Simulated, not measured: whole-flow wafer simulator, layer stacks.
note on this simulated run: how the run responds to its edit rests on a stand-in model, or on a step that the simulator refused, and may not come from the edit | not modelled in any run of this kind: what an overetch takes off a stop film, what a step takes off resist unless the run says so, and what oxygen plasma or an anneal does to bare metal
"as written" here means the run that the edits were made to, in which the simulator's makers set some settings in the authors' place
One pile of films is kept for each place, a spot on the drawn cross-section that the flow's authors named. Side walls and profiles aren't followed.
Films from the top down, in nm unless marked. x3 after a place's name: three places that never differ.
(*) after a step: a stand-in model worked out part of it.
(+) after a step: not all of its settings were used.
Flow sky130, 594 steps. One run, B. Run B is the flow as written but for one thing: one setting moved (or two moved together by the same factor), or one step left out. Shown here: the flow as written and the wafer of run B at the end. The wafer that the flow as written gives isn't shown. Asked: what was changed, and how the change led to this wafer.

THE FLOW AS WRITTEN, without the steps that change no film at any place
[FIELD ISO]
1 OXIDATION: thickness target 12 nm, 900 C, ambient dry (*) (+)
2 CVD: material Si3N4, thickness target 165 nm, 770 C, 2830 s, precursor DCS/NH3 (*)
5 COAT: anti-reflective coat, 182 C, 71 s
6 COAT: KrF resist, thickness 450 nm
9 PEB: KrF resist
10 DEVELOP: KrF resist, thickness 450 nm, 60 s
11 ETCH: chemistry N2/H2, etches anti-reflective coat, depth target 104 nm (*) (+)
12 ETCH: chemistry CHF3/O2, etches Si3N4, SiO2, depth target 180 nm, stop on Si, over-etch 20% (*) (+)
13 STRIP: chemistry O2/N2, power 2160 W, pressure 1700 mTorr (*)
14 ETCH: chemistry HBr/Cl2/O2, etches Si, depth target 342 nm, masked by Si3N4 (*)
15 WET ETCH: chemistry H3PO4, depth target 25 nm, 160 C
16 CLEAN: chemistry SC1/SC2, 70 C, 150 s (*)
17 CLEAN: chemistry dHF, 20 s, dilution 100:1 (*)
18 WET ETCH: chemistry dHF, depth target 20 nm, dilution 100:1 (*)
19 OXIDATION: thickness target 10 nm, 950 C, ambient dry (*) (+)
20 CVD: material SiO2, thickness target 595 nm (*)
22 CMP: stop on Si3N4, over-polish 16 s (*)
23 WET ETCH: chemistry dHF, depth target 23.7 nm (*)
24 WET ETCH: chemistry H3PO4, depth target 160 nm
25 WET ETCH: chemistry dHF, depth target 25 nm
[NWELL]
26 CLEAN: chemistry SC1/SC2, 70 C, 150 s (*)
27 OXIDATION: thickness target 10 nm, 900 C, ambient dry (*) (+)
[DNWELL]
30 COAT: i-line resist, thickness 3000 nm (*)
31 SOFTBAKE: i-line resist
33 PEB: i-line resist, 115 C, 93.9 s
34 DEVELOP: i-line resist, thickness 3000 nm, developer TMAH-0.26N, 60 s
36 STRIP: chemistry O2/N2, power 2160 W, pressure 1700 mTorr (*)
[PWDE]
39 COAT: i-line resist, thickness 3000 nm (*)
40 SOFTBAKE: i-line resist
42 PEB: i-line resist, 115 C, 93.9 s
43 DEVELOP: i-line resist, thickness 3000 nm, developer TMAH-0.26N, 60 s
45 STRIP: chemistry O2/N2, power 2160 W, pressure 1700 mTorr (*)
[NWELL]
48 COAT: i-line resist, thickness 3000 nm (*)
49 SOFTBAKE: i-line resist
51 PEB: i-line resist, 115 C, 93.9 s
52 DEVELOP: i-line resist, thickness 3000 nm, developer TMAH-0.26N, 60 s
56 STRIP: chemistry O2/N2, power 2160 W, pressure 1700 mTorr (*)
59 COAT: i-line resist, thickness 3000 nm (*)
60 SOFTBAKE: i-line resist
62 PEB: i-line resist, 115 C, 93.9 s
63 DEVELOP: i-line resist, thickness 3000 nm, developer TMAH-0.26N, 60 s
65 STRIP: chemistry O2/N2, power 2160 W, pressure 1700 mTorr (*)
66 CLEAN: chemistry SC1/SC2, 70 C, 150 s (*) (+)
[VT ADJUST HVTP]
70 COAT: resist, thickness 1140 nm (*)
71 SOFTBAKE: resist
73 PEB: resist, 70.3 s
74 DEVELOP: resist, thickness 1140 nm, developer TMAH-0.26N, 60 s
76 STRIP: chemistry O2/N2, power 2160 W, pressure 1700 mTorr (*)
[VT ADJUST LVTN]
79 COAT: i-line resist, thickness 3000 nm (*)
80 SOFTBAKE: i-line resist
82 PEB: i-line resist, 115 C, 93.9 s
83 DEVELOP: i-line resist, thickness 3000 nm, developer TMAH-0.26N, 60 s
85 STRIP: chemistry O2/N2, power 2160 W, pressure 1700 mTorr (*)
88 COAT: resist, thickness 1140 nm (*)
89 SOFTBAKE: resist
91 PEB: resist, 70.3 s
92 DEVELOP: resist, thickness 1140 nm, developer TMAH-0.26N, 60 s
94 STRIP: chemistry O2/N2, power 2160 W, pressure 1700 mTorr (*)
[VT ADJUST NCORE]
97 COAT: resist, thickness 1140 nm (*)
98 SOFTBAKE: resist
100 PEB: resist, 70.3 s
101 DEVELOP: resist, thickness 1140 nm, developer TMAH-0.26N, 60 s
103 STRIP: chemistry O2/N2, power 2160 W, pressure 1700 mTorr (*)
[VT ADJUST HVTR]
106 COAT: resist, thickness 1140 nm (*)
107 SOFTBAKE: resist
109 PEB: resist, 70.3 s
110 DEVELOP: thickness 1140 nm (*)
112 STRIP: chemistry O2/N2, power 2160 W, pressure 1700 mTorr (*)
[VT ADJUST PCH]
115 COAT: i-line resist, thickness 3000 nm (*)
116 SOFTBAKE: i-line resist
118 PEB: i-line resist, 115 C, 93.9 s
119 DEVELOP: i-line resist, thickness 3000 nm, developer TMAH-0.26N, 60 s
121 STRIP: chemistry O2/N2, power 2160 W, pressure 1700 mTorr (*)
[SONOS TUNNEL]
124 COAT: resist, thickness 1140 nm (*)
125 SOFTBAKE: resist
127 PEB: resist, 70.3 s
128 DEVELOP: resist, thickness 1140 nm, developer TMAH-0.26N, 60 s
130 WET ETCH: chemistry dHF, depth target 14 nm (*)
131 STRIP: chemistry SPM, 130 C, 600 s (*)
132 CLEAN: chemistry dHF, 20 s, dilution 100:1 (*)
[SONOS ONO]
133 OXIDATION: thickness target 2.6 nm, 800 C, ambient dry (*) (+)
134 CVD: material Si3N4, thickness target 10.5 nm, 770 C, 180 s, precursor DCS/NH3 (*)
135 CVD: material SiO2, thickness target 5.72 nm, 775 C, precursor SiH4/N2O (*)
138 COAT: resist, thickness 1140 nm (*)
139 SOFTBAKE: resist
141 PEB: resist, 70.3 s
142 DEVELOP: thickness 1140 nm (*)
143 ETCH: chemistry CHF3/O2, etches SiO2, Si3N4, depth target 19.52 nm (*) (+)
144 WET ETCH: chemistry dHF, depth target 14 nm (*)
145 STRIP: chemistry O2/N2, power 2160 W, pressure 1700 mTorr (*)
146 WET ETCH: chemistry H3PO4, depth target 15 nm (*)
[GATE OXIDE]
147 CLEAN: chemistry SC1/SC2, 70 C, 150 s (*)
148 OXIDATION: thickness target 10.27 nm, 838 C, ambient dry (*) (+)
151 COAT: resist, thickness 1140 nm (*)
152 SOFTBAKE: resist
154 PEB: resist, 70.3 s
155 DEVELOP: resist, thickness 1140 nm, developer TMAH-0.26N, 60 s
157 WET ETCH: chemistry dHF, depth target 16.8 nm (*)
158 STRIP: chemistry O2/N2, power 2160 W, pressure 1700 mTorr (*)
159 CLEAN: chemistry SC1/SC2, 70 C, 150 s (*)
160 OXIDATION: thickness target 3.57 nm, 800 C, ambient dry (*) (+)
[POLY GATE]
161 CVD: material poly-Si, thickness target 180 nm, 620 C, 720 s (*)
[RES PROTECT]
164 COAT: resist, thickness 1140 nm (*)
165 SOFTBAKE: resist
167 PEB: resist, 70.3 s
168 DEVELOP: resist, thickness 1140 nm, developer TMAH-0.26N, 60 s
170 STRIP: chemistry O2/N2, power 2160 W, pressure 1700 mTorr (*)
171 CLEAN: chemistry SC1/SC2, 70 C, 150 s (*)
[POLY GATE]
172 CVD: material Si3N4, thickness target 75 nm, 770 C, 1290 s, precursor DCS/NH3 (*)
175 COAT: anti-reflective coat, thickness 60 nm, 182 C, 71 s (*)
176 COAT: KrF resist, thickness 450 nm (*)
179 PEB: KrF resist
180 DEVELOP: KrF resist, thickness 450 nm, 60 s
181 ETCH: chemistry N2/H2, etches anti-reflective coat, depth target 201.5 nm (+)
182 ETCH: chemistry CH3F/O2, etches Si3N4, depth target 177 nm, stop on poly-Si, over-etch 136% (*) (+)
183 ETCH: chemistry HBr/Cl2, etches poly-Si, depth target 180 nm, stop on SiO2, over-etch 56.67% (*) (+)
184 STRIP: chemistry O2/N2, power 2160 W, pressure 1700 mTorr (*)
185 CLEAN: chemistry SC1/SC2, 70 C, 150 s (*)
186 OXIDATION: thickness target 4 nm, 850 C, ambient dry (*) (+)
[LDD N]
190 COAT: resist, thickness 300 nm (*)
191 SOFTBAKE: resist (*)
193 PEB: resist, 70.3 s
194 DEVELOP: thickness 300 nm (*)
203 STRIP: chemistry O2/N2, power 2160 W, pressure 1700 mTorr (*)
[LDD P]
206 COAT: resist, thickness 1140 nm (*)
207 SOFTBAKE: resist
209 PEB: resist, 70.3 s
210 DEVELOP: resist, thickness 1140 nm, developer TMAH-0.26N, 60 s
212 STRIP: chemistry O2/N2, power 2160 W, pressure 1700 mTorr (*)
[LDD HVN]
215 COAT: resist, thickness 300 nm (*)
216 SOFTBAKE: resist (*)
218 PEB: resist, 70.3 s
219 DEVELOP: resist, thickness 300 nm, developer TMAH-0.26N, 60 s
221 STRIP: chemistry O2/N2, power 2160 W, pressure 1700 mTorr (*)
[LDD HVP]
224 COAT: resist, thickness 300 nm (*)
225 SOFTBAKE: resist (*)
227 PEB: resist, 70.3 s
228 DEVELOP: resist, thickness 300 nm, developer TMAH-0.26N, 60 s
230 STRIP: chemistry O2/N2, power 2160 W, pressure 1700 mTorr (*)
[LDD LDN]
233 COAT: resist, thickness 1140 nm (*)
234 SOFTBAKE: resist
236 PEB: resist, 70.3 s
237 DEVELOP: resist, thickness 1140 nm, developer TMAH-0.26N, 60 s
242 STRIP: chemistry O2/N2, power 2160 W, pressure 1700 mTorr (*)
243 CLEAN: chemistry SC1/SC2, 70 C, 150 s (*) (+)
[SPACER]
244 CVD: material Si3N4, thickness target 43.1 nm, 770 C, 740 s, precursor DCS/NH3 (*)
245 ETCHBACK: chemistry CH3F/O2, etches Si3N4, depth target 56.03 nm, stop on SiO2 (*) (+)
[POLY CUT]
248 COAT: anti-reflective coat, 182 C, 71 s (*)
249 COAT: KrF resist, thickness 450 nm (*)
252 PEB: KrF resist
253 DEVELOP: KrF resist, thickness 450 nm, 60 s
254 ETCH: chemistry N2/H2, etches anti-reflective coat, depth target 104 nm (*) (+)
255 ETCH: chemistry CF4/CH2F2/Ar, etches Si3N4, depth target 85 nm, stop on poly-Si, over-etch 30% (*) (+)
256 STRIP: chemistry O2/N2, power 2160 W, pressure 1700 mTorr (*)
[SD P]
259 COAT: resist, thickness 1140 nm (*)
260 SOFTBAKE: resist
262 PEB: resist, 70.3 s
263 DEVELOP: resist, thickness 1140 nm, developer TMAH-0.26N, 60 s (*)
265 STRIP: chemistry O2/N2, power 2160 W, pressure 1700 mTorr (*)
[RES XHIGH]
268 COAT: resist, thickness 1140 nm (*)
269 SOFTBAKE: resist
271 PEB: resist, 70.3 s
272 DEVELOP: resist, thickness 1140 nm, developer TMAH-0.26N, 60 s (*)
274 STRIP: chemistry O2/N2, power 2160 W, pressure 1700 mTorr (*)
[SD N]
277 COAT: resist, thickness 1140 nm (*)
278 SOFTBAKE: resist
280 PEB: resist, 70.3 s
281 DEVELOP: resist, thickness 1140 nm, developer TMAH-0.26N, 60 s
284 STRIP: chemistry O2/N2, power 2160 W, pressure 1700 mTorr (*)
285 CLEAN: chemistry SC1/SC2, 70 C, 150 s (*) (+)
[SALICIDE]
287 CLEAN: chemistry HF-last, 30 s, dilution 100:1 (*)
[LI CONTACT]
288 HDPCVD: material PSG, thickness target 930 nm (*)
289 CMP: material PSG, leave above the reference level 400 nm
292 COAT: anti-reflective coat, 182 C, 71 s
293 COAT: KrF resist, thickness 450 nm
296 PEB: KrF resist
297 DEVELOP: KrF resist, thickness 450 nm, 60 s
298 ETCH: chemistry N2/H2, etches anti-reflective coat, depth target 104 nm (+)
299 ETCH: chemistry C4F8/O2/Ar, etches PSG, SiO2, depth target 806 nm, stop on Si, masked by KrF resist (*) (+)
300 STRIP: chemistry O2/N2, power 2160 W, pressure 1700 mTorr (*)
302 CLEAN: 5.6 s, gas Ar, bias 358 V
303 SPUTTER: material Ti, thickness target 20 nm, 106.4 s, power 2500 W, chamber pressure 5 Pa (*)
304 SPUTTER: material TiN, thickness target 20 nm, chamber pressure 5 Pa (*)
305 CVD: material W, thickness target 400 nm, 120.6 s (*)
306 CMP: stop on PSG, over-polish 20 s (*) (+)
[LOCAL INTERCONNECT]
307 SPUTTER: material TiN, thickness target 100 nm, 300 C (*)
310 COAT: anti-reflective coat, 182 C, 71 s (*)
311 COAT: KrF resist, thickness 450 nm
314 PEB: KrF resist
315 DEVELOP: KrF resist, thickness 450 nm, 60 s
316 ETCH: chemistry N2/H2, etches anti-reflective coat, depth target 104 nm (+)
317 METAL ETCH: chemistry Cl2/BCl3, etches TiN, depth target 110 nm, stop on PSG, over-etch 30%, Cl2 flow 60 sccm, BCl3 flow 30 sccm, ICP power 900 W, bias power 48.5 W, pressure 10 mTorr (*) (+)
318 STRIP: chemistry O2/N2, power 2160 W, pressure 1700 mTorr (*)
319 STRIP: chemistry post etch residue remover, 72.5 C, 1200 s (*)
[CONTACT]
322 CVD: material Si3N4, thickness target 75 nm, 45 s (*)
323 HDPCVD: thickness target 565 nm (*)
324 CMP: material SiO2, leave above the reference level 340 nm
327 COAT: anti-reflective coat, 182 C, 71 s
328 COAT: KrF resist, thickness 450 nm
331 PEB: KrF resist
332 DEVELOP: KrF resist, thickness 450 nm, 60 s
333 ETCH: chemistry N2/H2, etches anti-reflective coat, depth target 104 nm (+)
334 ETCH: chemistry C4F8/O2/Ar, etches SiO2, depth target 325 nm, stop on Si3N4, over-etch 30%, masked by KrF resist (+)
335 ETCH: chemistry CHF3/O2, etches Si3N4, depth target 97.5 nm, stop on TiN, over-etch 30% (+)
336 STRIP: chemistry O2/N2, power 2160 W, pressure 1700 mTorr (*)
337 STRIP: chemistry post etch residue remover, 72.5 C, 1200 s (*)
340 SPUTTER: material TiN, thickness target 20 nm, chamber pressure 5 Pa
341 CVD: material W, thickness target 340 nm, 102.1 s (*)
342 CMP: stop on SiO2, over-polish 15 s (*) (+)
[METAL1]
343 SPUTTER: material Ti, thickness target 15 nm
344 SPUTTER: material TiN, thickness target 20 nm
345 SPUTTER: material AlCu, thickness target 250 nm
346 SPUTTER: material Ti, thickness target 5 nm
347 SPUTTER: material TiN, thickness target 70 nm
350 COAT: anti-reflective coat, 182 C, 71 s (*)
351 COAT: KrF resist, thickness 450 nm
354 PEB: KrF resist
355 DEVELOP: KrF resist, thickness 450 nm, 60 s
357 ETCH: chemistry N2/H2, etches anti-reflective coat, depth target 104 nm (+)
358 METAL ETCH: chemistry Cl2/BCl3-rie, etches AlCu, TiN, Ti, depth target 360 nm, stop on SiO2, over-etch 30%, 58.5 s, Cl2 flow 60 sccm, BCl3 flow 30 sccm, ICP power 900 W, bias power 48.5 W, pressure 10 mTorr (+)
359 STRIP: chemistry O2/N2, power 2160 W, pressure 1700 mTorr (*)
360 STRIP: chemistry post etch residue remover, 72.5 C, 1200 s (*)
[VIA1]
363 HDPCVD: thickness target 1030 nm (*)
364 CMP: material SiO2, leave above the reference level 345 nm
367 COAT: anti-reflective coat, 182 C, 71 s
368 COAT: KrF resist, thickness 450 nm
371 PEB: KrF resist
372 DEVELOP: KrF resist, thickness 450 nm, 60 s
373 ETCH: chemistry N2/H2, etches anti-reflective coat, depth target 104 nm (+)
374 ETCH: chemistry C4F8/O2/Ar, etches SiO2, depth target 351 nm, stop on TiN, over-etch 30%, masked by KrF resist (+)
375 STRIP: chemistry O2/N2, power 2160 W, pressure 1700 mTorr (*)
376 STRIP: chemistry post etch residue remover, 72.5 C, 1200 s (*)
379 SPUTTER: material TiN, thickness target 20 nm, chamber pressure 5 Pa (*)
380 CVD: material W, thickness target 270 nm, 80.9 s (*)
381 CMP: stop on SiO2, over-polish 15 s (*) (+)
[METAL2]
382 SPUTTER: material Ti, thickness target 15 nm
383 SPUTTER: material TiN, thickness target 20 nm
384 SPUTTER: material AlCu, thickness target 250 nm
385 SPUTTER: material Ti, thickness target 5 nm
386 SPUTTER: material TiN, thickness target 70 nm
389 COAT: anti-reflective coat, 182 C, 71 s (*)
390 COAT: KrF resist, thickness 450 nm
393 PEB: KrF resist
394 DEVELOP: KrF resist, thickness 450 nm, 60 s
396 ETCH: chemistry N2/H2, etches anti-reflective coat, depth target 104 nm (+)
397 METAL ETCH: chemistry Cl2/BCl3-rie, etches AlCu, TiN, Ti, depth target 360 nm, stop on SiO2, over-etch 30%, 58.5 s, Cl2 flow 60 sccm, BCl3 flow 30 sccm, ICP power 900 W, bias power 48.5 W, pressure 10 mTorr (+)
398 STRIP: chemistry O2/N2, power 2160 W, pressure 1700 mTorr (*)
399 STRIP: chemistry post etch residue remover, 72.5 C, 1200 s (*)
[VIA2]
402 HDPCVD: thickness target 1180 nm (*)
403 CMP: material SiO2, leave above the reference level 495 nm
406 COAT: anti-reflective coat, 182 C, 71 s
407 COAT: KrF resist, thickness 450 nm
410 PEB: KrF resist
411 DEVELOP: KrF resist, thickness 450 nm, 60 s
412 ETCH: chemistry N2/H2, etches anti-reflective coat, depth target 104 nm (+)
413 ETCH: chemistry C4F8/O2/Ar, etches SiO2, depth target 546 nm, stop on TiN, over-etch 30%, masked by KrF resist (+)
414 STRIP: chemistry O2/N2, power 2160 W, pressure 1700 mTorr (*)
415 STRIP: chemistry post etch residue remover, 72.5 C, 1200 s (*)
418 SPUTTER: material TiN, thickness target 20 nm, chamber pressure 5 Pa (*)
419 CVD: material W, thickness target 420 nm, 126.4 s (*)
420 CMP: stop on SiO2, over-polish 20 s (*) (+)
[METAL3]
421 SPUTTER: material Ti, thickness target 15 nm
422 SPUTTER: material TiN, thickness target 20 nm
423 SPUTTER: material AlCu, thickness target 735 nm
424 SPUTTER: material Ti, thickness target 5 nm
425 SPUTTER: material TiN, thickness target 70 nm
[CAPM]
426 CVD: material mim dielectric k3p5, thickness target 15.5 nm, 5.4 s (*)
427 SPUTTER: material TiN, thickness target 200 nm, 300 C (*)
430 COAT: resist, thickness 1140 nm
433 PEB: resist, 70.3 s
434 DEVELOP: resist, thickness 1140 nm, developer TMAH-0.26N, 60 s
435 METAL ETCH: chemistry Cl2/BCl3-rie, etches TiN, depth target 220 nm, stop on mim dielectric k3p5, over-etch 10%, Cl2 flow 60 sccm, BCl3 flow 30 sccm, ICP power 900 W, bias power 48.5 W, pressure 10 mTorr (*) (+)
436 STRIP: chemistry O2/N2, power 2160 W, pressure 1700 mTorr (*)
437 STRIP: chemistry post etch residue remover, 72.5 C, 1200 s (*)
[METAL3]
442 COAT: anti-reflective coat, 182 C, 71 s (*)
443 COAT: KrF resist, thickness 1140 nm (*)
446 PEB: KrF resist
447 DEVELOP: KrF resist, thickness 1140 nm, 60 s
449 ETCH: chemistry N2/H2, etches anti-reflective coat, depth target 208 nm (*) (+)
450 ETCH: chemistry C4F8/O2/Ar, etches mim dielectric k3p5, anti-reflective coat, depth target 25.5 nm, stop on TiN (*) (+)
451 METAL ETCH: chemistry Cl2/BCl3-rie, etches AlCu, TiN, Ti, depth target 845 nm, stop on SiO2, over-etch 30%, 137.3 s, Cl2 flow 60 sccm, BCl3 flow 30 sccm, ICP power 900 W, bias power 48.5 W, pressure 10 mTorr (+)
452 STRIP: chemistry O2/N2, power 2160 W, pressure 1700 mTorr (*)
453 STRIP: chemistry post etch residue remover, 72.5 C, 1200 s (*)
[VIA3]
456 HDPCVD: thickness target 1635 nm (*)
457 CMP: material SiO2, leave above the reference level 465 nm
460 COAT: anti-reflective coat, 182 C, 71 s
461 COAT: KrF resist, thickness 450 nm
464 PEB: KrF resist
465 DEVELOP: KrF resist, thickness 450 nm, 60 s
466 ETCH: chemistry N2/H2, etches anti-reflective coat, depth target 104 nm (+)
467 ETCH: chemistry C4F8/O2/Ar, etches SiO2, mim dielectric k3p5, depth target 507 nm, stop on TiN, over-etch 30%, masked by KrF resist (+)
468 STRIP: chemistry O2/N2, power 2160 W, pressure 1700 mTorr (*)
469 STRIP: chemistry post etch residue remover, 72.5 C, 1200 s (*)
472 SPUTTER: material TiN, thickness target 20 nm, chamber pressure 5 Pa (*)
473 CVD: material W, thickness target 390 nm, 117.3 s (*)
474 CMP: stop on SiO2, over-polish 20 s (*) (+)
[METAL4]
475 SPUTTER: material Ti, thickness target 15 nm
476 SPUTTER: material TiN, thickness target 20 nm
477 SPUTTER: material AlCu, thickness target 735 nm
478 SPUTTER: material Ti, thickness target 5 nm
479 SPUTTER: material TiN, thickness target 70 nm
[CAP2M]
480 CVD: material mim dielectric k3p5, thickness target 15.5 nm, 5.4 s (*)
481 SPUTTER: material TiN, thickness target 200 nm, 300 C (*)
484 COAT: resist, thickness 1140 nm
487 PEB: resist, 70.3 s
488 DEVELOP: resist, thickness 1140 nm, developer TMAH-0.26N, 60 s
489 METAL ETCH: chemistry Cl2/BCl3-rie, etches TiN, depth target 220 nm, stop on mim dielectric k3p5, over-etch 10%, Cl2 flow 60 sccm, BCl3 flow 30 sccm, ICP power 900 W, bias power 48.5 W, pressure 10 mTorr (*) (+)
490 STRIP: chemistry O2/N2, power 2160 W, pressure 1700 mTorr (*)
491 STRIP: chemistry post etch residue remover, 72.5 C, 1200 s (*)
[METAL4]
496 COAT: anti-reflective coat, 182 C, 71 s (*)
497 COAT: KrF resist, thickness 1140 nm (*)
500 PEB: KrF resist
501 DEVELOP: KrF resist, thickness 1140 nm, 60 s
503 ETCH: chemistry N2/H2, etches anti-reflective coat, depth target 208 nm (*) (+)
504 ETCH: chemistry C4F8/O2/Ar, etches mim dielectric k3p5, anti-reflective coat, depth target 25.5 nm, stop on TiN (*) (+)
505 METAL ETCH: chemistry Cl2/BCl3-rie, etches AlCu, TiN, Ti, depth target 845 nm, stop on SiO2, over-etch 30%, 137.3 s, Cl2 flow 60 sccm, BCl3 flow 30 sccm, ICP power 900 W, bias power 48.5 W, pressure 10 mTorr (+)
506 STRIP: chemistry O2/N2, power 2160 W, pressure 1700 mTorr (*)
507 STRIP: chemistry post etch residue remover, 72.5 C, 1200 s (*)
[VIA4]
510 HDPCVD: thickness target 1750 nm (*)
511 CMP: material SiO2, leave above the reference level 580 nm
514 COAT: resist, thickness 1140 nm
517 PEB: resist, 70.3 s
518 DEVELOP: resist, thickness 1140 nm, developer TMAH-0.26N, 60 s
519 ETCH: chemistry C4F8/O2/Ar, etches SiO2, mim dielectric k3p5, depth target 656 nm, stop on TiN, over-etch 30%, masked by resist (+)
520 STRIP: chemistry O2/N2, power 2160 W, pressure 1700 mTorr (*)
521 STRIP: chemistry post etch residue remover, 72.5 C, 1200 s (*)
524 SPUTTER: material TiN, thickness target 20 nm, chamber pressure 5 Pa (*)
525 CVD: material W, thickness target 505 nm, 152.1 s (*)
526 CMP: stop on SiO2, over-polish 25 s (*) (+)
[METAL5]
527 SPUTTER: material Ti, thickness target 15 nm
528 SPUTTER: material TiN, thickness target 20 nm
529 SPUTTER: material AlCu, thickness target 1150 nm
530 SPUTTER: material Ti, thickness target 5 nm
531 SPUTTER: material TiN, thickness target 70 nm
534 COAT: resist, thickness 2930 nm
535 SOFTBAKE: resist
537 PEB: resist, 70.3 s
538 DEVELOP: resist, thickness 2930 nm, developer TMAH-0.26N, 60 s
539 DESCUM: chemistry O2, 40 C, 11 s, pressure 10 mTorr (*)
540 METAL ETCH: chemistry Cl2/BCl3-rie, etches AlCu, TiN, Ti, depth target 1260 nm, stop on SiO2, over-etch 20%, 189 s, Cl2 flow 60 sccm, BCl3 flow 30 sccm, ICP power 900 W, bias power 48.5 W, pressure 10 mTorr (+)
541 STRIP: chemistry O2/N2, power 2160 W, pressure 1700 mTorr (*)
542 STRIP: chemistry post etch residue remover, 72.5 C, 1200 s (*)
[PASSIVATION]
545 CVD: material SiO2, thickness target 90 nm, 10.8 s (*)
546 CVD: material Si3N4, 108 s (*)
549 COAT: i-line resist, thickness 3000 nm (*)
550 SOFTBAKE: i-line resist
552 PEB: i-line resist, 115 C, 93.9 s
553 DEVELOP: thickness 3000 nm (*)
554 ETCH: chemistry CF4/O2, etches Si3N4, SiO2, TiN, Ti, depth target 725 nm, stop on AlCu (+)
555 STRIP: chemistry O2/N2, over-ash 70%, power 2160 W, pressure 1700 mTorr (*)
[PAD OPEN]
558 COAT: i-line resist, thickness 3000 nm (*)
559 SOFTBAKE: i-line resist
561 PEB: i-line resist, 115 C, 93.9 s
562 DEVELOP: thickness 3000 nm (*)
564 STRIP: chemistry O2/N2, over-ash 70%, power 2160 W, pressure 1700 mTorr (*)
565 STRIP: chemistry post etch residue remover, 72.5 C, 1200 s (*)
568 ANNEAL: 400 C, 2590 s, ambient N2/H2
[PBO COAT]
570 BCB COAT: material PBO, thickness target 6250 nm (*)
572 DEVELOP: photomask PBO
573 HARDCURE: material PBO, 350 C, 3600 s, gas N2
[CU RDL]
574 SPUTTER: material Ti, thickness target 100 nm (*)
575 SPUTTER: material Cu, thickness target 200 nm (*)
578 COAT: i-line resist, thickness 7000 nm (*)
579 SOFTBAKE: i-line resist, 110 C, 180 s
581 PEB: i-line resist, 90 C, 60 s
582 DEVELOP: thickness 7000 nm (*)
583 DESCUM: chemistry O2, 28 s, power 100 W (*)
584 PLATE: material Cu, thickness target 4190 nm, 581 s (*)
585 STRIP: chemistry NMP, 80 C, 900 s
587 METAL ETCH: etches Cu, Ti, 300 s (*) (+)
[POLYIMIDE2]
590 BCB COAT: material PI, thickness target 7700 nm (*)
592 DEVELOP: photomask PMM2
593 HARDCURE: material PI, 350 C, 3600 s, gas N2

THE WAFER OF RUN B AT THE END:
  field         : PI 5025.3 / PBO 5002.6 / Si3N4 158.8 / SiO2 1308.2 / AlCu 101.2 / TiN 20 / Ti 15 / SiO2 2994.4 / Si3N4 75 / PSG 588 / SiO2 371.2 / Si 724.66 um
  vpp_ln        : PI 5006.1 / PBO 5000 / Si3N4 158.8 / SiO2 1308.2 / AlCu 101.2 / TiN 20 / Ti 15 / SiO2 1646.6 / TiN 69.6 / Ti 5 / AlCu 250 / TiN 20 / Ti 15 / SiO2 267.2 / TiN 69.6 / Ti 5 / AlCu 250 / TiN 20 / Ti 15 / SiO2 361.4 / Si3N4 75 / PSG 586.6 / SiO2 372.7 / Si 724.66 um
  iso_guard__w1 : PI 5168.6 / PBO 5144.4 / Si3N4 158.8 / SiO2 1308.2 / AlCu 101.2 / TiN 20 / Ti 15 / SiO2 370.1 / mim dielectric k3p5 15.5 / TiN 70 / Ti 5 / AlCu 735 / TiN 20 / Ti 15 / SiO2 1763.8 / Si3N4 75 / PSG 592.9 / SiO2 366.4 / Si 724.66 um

The cause: step 505, METAL ETCH: depth target 540.8 nm was run, where the flow has depth target 845 nm; step 505, METAL ETCH: 87.9 s was run, where the flow has 137.3 s.

How the change led to this, step by step:
  505 METAL ETCH: chemistry Cl2/BCl3-rie, etches AlCu, TiN, Ti, depth target 845 nm, stop on SiO2, over-etch 30%, 137.3 s, Cl2 flow 60 sccm, BCl3 flow 30 sccm, ICP power 900 W, bias power 48.5 W, pressure 10 mTorr (+)
      field, gate, spacer and 68 more: TiN -70 (all of it), Ti -5 (all of it), AlCu -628 (as written it would be: TiN -70 (all of it), Ti -5 (all of it), AlCu -735 (all of it), TiN -20 (all of it), Ti -15 (all of it), SiO2 -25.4)
      active, vpp_iso1, mim_edge_plate and 14 more: TiN -70 (all of it), Ti -5 (all of it), AlCu -628 (as written it would be: TiN -70 (all of it), Ti -5 (all of it), AlCu -735 (all of it), TiN -20 (all of it), Ti -15 (all of it), SiO2 -25.3)
      (and at 105 more places)
  506 STRIP: chemistry O2/N2, power 2160 W, pressure 1700 mTorr (*)
      mim, dice_street, dext_nw_sti and 46 more: KrF resist -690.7 (all of it), anti-reflective coat -80 (all of it) (as written it would be: KrF resist -492.9 (all of it), anti-reflective coat -80 (all of it))
      n_well, p_well, gate_hv and 34 more: KrF resist -690.6 (all of it), anti-reflective coat -80 (all of it) (as written it would be: KrF resist -492.9 (all of it), anti-reflective coat -80 (all of it))
      (and at 19 more places)
  507 STRIP: chemistry post etch residue remover, 72.5 C, 1200 s (*)
      field, active, gate and 85 more: AlCu -5.72 (as written it would be: nothing)
  510 HDPCVD: thickness target 1750 nm (*)
      field, active, gate and 85 more: SiO2 +1750 (new film) (as written it would be: SiO2 +1750)
  511 CMP: material SiO2, leave above the reference level 580 nm
      field, active, gate and 77 more: SiO2 -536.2 (as written it would be: SiO2 -374.7)
      iso_guard__w1, mim_edge_gap, vpp_l1ln, vpp_m3ln, rpm_encl, via2_enc, rpm_encl_psd, iso_guard_nsd_tip: SiO2 -536.2 (as written it would be: SiO2 -374.6)
Counting metal films that touch as one body, field has 1 body; the flow as written gives 0 bodies.
Counting metal films that touch as one body, vpp_ln has 3 bodies (between them, from the top down: SiO2 1646.6; SiO2 267.2); the flow as written gives 2 bodies (between them, from the top down: SiO2 267.2).
Counting metal films that touch as one body, iso_guard__w1 has 2 bodies (between them, from the top down: SiO2 370.1 / mim dielectric k3p5 15.5); the flow as written gives 1 body.
